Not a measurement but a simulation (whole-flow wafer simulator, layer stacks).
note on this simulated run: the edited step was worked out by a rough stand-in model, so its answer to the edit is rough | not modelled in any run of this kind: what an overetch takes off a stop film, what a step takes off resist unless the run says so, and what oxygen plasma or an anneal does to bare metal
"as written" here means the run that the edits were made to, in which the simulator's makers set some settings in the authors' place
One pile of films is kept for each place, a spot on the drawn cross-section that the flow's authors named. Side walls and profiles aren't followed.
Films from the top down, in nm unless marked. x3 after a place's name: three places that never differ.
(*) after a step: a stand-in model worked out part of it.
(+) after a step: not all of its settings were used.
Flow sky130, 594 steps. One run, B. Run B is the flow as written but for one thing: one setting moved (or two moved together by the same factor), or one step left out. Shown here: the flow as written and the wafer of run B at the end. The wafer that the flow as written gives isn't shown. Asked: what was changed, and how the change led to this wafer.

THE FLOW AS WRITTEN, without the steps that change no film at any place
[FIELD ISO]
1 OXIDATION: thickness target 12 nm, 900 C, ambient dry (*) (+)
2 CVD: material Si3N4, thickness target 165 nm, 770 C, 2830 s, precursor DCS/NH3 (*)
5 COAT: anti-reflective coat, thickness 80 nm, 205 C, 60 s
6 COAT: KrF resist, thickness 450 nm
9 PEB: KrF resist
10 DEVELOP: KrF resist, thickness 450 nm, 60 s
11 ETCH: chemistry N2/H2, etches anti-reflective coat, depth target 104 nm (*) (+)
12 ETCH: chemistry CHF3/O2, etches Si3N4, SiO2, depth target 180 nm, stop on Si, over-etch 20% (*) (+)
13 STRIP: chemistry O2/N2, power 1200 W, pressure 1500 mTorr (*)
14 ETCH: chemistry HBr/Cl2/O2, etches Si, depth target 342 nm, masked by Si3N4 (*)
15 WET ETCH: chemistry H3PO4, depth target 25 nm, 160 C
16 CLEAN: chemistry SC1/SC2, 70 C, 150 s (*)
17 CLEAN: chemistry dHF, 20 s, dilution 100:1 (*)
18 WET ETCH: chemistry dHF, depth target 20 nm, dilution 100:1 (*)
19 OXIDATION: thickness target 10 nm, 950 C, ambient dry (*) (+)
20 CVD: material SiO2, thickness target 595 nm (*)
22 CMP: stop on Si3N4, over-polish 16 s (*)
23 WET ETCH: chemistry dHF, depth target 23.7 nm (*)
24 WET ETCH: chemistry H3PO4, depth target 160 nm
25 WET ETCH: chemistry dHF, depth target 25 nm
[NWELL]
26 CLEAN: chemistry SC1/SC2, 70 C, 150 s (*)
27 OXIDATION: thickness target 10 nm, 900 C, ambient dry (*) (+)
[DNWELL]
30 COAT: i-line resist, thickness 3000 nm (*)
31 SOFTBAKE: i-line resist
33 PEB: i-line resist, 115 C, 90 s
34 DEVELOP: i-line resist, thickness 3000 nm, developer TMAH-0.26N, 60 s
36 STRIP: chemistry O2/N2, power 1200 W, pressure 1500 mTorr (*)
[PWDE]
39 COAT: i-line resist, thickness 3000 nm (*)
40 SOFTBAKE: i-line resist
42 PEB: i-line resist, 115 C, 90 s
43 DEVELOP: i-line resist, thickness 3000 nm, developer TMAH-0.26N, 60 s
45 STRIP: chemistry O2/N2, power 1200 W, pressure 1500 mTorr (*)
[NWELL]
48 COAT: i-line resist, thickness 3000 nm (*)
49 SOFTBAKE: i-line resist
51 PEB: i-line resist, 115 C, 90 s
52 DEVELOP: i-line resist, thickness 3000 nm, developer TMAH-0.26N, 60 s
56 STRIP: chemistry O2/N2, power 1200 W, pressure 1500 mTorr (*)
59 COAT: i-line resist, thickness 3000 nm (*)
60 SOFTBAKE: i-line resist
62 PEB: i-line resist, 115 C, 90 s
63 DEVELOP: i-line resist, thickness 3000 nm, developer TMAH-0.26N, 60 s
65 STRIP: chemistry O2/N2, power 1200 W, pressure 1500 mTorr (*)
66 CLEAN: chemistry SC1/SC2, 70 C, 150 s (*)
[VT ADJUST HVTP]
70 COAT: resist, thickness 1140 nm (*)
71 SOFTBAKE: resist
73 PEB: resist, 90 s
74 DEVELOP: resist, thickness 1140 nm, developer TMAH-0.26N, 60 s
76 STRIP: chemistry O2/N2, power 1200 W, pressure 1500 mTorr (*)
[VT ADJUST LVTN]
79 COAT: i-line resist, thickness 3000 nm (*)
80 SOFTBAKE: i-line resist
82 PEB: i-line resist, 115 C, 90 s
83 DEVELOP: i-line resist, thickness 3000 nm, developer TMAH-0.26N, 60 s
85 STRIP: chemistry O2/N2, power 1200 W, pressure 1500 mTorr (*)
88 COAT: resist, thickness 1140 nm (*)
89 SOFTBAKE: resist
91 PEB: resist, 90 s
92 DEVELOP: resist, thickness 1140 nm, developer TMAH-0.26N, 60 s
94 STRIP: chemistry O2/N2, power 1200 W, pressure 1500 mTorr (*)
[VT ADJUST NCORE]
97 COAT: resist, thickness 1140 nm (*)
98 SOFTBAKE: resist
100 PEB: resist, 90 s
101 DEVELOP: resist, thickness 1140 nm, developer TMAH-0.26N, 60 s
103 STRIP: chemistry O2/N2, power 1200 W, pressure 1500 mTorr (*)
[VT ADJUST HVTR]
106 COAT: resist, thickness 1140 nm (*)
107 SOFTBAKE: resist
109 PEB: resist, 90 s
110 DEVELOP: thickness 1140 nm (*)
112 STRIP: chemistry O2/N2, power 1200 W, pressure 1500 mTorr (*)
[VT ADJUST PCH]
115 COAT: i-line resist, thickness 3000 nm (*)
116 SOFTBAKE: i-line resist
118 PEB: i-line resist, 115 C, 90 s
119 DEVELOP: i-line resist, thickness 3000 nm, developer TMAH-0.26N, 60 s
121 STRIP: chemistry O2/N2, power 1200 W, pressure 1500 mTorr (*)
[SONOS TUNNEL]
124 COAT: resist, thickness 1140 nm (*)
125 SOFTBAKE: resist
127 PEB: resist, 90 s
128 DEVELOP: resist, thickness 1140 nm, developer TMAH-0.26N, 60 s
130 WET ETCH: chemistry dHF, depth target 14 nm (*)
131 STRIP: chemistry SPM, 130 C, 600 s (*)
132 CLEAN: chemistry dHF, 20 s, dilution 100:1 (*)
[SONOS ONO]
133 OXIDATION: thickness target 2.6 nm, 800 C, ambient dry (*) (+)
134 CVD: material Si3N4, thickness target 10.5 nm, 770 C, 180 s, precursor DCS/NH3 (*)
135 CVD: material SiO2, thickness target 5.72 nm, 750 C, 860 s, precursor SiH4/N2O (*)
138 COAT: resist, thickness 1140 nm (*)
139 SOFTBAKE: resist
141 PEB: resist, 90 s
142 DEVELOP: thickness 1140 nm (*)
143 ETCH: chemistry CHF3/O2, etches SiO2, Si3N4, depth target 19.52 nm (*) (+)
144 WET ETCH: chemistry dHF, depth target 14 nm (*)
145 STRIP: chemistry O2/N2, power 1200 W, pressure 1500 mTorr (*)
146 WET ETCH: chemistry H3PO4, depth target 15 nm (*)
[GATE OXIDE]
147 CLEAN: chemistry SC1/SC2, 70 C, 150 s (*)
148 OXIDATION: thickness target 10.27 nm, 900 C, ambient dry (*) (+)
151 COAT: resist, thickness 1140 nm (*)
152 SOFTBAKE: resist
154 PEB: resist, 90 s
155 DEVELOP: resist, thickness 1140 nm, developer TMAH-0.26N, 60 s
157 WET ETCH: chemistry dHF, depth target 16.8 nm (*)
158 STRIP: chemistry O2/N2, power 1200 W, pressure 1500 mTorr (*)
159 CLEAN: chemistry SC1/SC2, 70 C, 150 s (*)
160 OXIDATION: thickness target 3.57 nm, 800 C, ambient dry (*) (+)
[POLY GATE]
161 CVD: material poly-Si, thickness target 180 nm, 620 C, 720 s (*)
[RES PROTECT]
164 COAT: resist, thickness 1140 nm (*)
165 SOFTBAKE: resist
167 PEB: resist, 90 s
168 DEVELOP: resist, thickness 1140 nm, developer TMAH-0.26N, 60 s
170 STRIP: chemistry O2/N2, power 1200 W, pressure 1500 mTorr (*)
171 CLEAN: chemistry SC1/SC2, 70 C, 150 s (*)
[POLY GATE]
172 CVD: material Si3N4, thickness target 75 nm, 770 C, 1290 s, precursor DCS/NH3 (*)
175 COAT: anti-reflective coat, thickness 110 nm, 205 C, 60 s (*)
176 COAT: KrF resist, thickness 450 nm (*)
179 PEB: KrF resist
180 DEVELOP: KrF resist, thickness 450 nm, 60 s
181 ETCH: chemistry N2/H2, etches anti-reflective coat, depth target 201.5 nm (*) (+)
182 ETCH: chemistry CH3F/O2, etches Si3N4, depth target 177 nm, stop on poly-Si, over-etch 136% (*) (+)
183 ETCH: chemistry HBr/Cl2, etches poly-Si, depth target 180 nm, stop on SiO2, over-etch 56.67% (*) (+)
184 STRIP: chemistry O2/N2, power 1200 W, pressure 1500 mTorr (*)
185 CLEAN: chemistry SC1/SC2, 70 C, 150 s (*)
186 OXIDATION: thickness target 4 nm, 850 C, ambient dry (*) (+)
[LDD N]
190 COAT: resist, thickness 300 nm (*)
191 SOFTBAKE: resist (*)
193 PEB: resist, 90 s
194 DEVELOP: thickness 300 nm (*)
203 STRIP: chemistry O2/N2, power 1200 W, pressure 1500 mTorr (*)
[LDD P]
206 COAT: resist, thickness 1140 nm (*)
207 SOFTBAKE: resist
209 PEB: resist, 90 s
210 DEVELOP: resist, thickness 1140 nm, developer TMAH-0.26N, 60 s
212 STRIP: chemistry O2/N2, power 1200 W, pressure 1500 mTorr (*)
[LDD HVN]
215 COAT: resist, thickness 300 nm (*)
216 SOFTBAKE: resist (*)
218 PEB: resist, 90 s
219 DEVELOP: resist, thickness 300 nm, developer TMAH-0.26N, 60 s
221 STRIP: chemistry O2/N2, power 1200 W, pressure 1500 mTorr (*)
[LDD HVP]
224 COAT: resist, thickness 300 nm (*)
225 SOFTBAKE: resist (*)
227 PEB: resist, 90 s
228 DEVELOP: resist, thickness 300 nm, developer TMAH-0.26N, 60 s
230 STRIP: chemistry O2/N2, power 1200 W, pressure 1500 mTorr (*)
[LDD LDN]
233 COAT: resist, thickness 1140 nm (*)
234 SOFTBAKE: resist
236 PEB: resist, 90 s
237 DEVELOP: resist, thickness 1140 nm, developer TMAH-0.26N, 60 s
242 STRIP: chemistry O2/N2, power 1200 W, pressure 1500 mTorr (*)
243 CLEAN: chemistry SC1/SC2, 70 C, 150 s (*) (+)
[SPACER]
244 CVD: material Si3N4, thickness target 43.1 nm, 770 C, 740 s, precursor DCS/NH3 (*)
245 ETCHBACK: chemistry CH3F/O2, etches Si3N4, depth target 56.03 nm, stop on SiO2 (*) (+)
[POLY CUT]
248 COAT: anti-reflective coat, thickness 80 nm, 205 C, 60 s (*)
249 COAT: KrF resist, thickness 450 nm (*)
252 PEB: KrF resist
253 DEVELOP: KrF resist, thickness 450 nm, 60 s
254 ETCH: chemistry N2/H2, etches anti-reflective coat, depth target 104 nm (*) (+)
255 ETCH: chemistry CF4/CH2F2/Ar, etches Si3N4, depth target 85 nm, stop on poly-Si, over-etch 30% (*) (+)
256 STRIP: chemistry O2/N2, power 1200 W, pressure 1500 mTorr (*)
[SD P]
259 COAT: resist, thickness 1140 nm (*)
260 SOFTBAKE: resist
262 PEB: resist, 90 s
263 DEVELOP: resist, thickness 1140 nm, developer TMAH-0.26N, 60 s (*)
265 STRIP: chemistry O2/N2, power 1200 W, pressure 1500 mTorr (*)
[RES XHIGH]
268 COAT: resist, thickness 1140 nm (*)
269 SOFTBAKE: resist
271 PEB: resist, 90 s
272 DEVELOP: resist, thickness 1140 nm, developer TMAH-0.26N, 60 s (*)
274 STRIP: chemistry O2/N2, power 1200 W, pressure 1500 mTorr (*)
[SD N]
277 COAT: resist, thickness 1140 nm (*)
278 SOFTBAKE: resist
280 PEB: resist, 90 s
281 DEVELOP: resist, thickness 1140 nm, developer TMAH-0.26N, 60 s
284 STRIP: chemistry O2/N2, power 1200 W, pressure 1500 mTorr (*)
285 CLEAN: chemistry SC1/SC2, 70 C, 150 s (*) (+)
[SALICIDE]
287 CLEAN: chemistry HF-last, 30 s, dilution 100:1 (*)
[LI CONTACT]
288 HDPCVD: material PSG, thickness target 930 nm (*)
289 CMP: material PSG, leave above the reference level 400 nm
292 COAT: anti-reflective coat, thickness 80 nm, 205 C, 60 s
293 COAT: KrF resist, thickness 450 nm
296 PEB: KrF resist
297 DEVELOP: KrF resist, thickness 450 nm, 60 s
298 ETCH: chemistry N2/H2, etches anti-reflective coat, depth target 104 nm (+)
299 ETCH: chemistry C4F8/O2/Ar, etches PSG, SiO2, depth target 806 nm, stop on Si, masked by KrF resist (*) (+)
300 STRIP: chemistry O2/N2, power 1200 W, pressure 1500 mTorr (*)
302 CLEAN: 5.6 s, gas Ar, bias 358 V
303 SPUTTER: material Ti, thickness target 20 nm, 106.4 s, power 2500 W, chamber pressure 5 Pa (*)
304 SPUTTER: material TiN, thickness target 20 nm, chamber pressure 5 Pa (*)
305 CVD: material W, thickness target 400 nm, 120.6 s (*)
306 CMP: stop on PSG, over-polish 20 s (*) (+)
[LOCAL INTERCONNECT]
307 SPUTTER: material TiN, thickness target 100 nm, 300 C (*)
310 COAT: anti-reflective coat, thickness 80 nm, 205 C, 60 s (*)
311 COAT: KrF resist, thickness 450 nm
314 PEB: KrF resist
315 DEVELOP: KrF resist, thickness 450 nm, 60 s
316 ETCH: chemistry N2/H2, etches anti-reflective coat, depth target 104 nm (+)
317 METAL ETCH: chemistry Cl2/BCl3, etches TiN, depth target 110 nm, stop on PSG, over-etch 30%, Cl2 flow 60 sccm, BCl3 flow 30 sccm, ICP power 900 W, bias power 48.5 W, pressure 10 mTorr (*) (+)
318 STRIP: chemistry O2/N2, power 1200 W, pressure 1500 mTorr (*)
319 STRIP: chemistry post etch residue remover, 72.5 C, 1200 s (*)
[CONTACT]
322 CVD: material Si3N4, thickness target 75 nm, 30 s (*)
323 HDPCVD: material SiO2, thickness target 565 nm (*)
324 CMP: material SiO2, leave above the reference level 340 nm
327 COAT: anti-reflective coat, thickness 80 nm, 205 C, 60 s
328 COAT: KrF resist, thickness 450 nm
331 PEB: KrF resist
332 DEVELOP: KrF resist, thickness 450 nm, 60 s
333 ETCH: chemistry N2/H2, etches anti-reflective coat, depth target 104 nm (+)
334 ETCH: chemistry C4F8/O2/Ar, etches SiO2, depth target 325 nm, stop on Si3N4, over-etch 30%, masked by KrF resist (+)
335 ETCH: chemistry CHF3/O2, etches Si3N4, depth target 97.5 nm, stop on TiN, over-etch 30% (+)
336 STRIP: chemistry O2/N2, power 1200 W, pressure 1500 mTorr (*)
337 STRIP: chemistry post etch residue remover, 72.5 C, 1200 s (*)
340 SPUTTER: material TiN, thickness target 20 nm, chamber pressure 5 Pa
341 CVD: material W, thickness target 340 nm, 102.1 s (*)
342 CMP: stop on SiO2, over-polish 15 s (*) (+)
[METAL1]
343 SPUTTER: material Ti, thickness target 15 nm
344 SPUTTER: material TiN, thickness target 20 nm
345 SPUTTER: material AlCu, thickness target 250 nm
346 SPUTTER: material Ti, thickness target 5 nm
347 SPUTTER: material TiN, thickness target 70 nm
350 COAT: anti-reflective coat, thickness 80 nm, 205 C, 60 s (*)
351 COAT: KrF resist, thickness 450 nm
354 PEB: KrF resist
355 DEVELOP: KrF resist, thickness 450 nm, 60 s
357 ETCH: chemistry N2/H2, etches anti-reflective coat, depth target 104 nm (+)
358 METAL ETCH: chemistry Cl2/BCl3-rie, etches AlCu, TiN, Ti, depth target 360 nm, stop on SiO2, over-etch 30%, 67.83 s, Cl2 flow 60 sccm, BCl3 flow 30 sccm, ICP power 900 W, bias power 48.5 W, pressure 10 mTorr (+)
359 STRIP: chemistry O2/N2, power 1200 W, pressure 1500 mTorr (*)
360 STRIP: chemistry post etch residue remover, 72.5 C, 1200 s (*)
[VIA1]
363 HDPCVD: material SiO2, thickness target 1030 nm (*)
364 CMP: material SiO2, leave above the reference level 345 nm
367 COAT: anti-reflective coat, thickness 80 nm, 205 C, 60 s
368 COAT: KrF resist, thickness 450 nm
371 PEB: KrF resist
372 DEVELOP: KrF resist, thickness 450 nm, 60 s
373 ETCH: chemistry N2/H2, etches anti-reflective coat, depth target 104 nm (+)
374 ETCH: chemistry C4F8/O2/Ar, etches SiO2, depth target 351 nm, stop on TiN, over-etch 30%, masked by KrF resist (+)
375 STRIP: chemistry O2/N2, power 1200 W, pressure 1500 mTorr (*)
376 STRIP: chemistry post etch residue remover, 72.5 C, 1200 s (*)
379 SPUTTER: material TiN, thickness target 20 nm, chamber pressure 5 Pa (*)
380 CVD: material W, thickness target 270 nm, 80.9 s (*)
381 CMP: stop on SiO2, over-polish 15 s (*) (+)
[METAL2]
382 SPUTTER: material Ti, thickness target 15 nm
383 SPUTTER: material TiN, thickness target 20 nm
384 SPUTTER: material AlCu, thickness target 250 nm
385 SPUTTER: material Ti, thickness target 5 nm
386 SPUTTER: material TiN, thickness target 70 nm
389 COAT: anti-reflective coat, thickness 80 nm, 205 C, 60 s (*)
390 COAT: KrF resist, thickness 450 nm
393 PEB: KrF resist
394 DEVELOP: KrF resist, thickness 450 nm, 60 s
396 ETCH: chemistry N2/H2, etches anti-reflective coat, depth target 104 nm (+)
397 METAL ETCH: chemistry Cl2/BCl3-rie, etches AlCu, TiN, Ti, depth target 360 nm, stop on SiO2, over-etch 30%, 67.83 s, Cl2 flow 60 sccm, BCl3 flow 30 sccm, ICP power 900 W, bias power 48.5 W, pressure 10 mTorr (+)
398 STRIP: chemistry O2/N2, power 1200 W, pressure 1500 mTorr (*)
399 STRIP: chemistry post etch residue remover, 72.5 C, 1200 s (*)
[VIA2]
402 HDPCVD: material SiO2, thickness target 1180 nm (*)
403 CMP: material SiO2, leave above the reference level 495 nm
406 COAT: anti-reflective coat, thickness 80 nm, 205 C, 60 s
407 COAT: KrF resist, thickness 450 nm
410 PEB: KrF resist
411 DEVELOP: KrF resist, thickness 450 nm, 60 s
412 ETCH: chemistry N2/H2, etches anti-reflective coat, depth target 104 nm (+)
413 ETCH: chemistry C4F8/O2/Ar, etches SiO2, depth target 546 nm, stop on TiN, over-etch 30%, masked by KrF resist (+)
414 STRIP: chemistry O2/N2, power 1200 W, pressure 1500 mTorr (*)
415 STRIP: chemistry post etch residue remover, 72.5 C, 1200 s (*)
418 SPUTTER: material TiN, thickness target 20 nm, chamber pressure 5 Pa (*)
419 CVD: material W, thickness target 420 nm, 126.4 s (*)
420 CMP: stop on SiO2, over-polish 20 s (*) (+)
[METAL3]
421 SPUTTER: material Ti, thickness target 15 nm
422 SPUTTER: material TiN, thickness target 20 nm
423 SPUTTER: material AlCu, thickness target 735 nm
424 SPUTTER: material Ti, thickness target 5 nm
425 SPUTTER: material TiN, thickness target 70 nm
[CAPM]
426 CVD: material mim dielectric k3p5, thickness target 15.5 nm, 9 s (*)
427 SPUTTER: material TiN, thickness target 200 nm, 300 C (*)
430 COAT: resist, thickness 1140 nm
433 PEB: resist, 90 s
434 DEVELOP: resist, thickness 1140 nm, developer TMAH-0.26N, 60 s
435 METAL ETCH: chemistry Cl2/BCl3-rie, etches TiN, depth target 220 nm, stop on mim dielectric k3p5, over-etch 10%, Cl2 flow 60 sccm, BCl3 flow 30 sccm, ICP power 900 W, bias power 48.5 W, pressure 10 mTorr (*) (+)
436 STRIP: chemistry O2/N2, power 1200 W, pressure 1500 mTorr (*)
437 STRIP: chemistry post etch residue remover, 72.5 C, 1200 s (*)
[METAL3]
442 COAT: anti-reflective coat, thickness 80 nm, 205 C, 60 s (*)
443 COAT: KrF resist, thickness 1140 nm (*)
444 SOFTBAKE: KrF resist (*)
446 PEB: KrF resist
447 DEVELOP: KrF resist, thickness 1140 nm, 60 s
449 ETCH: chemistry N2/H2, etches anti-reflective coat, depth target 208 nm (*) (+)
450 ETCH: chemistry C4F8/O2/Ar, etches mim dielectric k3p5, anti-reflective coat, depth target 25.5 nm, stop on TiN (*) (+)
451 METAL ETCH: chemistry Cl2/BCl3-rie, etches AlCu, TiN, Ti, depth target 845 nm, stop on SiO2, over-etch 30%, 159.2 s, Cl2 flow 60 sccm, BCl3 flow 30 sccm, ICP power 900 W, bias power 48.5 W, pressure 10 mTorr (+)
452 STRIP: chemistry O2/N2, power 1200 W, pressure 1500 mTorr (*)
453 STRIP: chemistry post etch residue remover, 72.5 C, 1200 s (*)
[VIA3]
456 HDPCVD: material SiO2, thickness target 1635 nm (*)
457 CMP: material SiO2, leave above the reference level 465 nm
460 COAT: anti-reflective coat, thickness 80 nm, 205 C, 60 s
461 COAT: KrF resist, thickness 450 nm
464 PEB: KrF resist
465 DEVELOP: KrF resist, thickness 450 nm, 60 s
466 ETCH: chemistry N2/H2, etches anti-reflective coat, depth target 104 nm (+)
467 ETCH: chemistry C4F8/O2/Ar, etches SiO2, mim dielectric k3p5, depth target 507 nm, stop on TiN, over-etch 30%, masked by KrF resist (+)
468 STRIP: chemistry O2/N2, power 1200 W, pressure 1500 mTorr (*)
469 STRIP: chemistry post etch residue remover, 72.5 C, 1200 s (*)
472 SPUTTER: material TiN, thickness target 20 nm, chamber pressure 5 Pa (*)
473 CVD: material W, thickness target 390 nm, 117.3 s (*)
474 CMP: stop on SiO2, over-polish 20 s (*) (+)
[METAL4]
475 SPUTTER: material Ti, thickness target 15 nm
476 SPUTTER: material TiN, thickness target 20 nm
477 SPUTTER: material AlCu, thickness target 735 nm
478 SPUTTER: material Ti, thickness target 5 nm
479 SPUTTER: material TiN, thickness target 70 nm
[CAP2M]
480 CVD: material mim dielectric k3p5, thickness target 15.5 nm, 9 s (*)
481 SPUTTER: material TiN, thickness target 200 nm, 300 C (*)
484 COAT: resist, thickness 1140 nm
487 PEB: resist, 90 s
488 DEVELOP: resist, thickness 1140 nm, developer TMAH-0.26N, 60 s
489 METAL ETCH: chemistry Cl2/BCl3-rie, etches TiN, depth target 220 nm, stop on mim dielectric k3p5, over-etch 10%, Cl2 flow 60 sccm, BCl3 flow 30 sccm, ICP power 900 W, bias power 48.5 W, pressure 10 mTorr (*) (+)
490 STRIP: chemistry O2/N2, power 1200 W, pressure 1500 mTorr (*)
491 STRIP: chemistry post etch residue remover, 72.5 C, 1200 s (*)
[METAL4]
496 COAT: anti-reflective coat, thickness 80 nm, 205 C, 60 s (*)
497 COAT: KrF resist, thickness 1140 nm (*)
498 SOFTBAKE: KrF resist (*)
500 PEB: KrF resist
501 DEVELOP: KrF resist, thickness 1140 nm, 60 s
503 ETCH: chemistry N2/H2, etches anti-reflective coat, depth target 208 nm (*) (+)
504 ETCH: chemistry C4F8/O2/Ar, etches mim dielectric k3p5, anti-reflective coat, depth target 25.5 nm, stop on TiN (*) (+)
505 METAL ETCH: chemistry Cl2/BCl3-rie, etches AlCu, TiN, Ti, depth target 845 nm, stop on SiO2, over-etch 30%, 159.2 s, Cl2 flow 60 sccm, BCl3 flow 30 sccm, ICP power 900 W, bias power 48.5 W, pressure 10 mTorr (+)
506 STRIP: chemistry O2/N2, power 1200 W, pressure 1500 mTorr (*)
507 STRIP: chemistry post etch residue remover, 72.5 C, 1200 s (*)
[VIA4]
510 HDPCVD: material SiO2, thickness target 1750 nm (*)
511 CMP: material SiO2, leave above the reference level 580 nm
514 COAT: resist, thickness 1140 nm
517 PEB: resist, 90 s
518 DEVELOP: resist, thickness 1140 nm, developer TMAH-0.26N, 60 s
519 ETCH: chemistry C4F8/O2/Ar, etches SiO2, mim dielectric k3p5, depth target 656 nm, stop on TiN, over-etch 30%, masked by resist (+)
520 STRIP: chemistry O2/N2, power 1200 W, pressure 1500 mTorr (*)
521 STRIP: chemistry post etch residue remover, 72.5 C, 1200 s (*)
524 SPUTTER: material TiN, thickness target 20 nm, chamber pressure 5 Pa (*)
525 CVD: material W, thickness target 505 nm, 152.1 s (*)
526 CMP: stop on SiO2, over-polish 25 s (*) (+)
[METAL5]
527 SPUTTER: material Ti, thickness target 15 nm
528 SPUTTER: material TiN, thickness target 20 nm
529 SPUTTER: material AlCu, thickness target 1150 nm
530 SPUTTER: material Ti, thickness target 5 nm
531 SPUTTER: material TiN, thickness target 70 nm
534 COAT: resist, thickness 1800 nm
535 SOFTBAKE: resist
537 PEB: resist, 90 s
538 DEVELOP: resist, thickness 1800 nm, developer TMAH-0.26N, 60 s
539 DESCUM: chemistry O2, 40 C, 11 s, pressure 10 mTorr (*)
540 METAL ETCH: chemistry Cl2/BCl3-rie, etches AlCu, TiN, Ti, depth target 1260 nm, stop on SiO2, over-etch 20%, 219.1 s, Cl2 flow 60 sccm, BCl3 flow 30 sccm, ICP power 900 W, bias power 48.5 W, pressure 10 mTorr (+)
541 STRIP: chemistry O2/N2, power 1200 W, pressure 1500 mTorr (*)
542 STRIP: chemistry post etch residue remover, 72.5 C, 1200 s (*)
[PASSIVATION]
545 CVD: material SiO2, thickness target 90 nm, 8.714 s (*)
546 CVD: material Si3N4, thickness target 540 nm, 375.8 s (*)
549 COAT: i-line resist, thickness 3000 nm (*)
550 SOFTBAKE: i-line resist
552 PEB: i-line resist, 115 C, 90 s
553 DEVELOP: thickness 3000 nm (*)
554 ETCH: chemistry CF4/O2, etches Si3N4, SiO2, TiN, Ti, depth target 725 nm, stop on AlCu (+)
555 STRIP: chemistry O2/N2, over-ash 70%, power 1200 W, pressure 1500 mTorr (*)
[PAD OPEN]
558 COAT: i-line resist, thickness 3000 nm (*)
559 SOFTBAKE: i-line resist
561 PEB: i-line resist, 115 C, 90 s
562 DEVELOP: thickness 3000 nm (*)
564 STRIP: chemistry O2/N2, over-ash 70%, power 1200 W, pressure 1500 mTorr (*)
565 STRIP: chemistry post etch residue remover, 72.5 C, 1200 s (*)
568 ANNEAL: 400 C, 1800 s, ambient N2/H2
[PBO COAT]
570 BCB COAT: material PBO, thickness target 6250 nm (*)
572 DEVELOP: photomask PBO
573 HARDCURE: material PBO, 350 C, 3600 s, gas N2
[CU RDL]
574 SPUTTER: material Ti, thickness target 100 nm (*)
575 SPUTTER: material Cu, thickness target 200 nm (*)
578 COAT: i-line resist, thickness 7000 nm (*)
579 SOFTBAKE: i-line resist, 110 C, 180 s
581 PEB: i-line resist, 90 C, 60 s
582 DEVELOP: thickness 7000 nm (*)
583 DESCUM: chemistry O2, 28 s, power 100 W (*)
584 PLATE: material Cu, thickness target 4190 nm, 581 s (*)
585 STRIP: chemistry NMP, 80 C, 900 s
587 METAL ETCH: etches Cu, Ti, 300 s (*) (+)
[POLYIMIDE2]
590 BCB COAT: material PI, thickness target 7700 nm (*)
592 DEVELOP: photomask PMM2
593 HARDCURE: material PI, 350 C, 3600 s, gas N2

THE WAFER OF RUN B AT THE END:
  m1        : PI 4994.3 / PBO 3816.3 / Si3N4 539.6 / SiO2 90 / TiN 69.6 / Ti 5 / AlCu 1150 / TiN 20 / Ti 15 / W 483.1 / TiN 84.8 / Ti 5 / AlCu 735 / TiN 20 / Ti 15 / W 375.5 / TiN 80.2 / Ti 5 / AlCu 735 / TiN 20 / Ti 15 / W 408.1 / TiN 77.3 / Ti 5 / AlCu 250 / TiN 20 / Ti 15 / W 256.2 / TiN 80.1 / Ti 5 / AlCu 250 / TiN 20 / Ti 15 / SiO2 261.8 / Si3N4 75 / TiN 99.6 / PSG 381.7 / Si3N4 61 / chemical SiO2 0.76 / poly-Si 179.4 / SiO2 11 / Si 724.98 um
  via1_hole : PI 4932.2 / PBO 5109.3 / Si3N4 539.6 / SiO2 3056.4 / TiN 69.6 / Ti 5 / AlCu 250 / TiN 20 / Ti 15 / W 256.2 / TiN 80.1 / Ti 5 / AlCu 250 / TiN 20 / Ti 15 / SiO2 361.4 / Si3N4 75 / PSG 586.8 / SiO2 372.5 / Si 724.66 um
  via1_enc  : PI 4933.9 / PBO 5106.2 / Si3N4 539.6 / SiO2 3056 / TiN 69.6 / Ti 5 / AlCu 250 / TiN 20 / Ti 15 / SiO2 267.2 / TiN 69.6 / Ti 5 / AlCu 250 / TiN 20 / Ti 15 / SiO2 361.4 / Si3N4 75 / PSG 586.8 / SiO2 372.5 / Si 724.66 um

The cause: step 418, SPUTTER: thickness target 16 nm was run, where the flow has thickness target 20 nm.

How the change led to this, step by step:
  418 SPUTTER: material TiN, thickness target 20 nm, chamber pressure 5 Pa (*)
      field, active, n_well and 186 more: TiN +16 (new film) (as written it would be: TiN +20 (new film))
      m1: TiN +8.15 (as written it would be: TiN +10.2)
      (and at 1 more place)
  420 CMP: stop on SiO2, over-polish 20 s (*) (+)
      field, active, n_well and 186 more: W -420 (all of it), TiN -16 (all of it), SiO2 -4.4 (as written it would be: W -420 (all of it), TiN -20 (all of it), SiO2 -4.4)
